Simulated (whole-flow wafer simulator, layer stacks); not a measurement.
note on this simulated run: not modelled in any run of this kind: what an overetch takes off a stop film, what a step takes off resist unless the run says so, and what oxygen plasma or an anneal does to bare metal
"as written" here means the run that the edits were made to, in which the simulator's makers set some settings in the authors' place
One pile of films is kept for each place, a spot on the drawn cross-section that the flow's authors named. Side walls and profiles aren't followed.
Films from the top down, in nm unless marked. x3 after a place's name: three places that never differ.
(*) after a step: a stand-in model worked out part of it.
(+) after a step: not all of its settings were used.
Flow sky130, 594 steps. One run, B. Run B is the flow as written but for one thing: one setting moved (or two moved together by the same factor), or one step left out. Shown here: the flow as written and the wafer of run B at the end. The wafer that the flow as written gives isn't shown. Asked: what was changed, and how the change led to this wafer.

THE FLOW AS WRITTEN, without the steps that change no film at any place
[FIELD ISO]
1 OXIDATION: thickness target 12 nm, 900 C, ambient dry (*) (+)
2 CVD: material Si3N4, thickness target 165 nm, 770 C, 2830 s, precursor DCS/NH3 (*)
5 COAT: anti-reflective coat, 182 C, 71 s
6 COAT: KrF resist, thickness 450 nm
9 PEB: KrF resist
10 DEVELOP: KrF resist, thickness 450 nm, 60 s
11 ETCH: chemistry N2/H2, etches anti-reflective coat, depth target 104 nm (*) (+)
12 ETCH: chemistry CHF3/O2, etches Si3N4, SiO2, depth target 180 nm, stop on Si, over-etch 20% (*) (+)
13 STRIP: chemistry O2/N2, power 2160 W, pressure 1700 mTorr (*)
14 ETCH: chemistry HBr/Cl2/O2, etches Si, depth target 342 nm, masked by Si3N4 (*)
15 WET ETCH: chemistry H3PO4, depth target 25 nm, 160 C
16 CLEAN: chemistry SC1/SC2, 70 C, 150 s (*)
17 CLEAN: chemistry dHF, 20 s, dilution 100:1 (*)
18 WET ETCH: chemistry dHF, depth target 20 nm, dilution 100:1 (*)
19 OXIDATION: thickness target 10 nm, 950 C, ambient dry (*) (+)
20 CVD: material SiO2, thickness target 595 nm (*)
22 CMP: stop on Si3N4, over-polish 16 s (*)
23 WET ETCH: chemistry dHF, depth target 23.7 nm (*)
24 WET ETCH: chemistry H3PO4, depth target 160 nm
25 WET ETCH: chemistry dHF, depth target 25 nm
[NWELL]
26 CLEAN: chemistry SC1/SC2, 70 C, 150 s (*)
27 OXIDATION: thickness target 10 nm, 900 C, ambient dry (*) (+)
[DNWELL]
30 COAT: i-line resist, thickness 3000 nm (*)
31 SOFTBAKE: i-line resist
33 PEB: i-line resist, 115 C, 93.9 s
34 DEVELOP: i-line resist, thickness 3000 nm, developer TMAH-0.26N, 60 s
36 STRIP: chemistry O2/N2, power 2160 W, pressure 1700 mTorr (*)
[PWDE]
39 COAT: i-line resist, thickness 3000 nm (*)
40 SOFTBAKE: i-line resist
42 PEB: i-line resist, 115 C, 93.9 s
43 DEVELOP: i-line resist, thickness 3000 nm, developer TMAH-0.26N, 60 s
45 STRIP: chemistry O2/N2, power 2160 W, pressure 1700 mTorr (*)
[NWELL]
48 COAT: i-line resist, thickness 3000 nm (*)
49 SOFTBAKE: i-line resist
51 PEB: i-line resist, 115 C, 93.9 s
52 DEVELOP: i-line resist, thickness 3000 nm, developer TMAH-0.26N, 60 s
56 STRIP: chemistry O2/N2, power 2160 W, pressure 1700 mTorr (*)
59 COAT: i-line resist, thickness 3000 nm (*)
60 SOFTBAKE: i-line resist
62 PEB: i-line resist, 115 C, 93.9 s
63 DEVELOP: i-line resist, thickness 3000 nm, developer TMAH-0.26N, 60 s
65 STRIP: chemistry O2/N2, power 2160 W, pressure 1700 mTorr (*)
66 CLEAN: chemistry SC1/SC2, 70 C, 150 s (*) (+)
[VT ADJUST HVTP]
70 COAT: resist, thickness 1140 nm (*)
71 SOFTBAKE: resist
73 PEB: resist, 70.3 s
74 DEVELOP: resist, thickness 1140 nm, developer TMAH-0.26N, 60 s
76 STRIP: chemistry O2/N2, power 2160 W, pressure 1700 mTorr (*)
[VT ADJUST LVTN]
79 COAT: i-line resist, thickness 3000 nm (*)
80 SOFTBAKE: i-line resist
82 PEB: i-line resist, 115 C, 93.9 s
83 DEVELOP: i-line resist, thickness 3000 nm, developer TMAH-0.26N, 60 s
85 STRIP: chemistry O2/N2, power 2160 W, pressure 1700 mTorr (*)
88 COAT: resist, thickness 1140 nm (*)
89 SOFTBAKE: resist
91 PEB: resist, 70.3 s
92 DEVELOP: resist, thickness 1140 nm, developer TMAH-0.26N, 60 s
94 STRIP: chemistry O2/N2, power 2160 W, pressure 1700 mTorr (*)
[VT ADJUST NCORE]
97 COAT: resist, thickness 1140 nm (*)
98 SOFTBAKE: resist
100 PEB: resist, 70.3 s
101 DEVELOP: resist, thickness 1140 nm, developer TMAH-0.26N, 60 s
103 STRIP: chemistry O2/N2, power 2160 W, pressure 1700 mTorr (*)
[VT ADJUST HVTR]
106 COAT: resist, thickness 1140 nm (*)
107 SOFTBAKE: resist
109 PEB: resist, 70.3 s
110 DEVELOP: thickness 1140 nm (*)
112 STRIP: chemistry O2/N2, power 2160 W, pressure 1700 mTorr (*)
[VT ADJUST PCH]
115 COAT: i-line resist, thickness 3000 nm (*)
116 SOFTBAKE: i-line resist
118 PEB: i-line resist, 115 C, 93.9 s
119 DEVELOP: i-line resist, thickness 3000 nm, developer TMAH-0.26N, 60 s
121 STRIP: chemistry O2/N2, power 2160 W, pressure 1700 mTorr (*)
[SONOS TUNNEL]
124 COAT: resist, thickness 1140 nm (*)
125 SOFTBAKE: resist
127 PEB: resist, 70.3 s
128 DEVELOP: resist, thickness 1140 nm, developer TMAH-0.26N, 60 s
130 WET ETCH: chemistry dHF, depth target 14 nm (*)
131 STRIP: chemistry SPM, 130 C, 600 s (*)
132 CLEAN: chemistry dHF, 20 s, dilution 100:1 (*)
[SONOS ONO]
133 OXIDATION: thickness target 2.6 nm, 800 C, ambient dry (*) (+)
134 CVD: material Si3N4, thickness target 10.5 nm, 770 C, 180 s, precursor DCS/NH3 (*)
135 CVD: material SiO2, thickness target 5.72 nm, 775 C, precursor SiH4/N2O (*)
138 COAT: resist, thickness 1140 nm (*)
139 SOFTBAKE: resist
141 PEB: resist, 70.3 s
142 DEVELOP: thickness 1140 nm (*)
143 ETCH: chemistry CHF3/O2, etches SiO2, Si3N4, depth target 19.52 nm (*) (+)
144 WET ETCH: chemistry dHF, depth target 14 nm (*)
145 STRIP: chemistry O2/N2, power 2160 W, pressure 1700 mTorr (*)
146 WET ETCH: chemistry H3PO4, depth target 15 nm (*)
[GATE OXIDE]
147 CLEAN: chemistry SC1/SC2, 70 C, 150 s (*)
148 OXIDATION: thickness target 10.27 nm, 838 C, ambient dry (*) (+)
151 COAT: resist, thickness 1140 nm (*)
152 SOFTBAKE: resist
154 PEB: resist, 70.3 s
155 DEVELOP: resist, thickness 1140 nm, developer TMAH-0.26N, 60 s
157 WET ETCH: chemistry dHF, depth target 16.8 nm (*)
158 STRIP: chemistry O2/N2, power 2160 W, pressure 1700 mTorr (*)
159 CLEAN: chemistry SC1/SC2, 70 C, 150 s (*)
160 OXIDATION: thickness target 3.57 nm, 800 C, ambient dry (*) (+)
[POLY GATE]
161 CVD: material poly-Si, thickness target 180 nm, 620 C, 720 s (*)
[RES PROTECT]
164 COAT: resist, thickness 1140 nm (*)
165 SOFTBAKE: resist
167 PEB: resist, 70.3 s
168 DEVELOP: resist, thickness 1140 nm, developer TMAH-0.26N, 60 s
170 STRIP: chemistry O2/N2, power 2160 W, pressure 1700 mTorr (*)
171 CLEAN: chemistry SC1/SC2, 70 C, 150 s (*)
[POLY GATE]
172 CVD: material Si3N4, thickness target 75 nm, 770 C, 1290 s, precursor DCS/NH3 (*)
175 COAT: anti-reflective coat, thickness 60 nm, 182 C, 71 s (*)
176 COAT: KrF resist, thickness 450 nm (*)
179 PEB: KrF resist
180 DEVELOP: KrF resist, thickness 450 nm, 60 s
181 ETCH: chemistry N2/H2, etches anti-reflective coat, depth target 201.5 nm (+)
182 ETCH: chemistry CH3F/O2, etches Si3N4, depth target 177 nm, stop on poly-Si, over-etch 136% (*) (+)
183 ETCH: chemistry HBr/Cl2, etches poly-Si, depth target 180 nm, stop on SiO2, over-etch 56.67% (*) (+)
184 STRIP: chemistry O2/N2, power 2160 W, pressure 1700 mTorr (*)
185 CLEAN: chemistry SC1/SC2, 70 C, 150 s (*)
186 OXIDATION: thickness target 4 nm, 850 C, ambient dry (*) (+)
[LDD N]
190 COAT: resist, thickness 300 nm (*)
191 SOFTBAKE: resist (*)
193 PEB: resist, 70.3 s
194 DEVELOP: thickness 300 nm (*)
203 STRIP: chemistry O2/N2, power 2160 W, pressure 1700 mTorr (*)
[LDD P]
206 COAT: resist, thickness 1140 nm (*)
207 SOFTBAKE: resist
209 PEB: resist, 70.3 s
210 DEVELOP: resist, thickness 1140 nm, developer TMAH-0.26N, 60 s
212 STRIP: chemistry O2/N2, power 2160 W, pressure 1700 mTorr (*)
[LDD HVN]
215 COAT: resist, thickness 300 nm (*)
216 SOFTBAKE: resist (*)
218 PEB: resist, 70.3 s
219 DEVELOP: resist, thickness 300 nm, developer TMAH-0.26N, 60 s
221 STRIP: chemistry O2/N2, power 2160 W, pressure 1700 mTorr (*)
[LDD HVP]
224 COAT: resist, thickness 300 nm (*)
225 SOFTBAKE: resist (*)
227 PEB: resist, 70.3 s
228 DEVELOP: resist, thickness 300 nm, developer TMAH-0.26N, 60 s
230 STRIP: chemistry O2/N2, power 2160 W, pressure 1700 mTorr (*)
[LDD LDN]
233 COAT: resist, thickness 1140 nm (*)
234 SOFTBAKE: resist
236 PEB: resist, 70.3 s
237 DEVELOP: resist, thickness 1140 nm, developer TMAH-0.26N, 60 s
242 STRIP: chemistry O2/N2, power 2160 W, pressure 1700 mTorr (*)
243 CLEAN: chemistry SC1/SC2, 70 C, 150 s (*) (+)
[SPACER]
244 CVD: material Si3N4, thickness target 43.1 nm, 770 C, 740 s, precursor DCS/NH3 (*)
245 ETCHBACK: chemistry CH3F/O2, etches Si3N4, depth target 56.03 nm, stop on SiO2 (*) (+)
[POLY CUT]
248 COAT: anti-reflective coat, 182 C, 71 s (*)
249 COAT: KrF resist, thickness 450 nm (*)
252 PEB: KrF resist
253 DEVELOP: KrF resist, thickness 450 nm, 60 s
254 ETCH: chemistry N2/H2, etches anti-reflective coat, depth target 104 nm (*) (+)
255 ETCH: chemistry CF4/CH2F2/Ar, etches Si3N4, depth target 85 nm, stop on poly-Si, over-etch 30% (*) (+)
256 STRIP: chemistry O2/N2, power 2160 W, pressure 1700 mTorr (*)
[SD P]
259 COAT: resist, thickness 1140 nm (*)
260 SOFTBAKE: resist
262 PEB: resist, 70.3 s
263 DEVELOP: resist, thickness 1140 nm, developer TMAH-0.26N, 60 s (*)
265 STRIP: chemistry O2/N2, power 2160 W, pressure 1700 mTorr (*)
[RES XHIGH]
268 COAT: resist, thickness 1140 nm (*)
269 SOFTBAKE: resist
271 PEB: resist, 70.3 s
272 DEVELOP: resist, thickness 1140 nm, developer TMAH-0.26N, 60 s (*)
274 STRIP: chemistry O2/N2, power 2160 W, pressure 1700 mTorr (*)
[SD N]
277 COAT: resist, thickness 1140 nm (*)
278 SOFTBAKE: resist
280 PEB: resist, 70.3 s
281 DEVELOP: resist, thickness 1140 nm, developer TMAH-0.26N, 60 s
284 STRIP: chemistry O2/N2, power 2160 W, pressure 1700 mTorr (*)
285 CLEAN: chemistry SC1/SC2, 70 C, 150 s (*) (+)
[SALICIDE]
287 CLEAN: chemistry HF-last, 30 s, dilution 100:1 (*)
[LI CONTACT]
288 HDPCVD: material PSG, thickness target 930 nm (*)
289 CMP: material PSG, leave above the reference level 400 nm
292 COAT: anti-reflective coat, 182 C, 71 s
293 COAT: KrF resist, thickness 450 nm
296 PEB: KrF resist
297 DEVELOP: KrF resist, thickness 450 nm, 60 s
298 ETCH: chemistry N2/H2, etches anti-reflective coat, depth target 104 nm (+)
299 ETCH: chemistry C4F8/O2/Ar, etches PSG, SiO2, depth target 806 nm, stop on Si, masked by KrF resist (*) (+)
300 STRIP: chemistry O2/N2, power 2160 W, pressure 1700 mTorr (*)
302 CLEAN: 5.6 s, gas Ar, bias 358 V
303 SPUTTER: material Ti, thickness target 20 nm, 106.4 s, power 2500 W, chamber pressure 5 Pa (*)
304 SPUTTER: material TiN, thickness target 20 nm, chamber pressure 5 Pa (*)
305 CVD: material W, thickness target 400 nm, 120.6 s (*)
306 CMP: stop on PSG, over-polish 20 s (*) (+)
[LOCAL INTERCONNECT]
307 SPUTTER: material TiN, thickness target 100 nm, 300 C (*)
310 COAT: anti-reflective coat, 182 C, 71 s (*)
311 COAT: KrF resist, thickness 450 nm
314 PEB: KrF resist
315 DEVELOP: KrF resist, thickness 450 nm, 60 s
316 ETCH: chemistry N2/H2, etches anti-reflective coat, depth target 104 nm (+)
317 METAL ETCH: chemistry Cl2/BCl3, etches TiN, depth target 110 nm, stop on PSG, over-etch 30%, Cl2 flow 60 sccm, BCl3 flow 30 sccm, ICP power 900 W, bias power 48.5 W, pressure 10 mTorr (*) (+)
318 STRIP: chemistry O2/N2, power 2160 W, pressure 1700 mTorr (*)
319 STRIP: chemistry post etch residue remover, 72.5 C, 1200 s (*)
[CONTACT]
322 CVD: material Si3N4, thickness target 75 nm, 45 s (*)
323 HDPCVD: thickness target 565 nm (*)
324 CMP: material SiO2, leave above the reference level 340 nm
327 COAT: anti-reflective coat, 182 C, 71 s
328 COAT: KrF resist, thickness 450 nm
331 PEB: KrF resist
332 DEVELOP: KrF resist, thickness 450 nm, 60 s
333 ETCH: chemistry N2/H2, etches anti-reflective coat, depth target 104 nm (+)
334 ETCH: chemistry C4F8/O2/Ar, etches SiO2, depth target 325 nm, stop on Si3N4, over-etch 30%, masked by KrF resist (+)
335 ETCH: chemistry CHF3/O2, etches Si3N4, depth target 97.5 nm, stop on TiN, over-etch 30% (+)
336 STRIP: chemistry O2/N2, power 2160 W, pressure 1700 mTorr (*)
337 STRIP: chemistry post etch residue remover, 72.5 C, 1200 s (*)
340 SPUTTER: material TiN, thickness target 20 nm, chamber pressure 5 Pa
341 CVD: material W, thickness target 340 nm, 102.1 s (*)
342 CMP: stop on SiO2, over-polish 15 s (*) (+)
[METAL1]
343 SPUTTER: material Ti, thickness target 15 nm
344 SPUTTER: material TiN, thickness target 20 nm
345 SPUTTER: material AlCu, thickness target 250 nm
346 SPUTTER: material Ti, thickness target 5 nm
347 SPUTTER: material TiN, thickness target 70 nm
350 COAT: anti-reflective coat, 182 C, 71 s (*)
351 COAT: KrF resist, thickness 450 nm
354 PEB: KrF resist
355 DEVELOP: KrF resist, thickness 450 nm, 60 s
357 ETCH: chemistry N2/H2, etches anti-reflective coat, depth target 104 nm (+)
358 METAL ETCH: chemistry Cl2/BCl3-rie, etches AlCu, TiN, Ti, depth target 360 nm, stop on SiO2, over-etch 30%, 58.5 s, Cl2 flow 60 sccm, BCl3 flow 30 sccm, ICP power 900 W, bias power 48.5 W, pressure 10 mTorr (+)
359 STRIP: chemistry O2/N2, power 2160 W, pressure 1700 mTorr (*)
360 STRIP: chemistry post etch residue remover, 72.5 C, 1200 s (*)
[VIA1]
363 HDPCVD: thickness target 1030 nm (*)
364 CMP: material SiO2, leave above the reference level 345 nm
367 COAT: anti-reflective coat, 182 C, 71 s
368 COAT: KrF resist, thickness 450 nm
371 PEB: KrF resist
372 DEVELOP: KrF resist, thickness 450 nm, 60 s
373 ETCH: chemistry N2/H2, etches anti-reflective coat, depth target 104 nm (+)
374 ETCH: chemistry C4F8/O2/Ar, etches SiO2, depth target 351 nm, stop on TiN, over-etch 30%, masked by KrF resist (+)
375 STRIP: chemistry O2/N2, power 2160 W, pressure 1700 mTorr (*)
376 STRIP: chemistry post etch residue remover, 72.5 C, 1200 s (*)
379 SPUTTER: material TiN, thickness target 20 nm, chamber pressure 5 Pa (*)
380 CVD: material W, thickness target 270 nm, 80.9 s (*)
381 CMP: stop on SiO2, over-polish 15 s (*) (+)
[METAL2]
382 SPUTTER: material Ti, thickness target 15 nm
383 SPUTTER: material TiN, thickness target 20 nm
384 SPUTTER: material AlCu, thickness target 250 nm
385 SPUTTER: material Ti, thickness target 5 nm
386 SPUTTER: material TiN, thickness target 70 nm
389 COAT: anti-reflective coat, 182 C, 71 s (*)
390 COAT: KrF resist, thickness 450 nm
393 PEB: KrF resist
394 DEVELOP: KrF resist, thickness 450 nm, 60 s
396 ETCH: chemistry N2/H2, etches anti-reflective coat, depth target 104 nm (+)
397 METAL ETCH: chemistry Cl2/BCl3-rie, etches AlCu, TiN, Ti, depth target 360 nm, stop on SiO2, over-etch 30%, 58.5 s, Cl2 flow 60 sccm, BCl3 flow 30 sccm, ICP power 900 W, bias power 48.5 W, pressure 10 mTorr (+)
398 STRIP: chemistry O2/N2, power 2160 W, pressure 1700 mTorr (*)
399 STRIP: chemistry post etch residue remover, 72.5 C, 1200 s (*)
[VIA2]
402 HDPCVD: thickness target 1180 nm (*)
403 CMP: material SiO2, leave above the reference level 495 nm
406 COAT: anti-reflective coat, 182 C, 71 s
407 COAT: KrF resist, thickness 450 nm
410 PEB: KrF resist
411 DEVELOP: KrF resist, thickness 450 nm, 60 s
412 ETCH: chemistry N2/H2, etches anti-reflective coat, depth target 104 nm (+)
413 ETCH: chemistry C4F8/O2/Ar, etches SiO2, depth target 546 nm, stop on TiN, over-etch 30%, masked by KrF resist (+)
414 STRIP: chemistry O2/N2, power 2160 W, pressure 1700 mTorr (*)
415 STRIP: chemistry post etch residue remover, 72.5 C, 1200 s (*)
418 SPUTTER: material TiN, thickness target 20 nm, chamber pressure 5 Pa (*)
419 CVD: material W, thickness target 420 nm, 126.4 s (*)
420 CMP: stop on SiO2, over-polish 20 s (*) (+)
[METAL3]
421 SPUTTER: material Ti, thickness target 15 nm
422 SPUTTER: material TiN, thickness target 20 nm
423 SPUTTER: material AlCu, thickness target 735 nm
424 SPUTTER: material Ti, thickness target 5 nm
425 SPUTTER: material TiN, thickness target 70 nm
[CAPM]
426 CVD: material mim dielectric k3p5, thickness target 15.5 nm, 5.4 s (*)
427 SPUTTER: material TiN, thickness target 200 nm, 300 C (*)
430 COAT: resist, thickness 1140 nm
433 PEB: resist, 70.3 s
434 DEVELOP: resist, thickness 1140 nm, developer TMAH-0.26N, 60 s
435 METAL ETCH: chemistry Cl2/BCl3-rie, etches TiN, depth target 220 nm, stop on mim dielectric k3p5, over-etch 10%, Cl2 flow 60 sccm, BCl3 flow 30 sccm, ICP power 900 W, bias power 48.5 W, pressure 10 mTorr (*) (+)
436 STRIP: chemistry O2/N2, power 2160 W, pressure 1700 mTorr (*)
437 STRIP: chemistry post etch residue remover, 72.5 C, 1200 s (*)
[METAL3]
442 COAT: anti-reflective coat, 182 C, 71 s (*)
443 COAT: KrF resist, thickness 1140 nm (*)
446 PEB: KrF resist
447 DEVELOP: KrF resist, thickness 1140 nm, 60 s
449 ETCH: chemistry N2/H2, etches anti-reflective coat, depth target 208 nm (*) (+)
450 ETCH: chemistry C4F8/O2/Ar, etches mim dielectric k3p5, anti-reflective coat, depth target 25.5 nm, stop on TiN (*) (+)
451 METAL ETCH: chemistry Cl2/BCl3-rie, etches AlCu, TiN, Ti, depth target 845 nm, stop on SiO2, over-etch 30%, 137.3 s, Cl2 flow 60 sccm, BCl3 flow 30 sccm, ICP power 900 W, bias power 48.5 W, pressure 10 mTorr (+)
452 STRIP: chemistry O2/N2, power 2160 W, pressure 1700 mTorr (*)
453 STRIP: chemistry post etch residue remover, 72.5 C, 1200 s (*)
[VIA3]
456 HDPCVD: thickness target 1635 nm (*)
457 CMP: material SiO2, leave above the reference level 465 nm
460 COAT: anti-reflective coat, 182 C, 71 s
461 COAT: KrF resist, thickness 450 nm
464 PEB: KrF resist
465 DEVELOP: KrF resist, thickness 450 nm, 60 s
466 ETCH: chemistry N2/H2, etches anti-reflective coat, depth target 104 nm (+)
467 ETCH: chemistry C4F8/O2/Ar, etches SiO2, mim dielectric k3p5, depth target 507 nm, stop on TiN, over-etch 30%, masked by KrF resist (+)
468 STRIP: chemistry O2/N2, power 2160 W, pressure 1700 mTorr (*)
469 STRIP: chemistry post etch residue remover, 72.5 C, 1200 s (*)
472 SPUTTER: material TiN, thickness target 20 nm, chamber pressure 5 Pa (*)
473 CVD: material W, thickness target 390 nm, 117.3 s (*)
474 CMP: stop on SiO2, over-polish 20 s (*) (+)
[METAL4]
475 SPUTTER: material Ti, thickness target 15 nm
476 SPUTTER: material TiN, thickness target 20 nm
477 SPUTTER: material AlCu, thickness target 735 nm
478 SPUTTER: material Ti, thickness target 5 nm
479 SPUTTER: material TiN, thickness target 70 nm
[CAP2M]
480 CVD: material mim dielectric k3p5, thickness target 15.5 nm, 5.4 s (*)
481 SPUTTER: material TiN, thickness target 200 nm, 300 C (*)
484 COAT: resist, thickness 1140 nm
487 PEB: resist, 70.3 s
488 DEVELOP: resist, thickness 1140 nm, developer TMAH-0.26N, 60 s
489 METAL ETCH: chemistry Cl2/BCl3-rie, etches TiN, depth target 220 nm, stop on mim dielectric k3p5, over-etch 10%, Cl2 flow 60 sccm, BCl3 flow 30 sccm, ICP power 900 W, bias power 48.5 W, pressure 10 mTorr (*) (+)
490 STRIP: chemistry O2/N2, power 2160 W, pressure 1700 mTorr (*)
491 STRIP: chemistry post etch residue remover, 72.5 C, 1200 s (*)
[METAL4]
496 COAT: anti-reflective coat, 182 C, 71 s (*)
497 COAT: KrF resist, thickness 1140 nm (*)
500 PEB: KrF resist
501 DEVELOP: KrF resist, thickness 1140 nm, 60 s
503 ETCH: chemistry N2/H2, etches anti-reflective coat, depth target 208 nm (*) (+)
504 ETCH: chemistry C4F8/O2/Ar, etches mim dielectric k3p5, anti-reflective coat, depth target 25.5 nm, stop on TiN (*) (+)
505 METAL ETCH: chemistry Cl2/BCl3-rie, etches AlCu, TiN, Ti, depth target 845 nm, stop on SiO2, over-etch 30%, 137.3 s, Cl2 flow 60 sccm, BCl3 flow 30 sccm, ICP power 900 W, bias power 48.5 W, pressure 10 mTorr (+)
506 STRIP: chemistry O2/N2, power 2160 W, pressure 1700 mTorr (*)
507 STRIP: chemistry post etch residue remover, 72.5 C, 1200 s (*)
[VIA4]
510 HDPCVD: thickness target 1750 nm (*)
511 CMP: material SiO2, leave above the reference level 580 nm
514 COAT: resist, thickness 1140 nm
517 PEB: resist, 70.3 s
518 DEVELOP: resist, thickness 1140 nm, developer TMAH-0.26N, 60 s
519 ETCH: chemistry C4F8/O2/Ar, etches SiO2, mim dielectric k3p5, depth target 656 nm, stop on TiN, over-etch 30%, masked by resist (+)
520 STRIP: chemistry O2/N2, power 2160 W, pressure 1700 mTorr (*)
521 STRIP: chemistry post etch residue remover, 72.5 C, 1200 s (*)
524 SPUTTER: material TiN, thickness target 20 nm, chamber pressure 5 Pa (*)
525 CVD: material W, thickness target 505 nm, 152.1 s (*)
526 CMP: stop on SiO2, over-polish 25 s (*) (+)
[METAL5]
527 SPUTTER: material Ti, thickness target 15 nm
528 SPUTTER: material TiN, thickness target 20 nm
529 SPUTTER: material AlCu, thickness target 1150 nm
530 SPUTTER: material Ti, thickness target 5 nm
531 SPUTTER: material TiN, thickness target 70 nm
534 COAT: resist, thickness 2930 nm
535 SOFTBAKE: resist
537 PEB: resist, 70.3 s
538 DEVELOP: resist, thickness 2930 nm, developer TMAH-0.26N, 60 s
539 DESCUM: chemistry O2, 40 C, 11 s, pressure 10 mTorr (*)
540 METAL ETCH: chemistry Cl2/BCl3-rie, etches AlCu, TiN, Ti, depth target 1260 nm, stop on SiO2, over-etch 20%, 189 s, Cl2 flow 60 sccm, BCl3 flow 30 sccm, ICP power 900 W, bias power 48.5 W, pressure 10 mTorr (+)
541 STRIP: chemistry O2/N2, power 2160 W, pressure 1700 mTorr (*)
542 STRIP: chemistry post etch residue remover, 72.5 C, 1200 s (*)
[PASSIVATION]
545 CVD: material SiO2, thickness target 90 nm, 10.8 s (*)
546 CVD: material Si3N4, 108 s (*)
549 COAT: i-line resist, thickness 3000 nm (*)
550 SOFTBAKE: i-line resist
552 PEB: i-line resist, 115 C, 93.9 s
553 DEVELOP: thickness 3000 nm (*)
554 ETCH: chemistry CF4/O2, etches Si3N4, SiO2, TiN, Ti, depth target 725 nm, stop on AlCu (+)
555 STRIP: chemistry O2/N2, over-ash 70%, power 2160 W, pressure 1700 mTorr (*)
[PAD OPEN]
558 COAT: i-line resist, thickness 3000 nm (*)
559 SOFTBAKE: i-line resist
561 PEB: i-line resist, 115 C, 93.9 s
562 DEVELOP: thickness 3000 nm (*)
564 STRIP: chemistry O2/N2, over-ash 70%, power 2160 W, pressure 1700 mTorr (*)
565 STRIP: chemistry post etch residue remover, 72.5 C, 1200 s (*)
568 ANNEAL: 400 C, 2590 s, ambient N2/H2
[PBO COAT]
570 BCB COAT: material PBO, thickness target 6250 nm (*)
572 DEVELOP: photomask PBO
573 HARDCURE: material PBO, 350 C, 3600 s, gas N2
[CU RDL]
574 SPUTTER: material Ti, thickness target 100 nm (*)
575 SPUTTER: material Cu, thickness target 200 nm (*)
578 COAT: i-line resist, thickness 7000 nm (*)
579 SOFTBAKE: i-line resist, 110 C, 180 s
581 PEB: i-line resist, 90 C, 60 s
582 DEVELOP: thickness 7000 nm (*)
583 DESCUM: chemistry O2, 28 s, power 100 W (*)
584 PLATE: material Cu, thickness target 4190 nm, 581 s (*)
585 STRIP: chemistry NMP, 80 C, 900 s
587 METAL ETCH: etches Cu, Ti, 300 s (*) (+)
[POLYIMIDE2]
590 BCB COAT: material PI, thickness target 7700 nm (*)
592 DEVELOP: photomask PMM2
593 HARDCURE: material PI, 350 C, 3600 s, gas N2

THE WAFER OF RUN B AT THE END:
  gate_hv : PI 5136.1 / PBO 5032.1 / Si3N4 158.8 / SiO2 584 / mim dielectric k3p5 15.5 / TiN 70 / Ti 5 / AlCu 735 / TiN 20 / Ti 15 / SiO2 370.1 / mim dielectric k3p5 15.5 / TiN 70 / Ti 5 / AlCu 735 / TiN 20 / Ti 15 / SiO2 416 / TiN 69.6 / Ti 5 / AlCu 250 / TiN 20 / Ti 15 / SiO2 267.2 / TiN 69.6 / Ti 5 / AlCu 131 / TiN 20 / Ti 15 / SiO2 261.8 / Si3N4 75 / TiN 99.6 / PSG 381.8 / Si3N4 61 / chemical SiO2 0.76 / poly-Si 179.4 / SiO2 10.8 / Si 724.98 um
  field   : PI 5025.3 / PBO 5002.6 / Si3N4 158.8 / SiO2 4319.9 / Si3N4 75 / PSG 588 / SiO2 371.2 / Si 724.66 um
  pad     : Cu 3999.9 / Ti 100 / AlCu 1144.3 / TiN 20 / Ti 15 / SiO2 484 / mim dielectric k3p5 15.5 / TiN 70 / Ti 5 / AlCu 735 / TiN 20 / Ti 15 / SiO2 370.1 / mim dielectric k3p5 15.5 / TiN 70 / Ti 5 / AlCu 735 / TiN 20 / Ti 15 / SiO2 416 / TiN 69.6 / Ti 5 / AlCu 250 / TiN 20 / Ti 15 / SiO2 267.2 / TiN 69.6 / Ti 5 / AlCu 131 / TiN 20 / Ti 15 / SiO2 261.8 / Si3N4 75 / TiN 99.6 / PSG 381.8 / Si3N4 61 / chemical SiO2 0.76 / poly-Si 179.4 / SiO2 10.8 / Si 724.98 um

The cause: step 345, SPUTTER: thickness target 131 nm was run, where the flow has thickness target 250 nm.
It can be read off the wafer: gate_hv has AlCu 131, and step 345 as written asks for 250 nm.

How the change led to this, step by step:
  345 SPUTTER: material AlCu, thickness target 250 nm
      field, active, n_well and 188 more: AlCu +131 (new film) (as written it would be: AlCu +250 (new film))
  358 METAL ETCH: chemistry Cl2/BCl3-rie, etches AlCu, TiN, Ti, depth target 360 nm, stop on SiO2, over-etch 30%, 58.5 s, Cl2 flow 60 sccm, BCl3 flow 30 sccm, ICP power 900 W, bias power 48.5 W, pressure 10 mTorr (+)
      field, active, gate and 81 more: TiN -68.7 (all of it), Ti -5 (all of it), AlCu -131 (all of it), TiN -20 (all of it), Ti -15 (all of it), SiO2 -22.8 (as written it would be: TiN -68.7 (all of it), Ti -5 (all of it), AlCu -250 (all of it), TiN -20 (all of it), Ti -15 (all of it), SiO2 -10.9)
  364 CMP: material SiO2, leave above the reference level 345 nm
      field, active, gate and 81 more: SiO2 -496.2 (as written it would be: SiO2 -389.1)
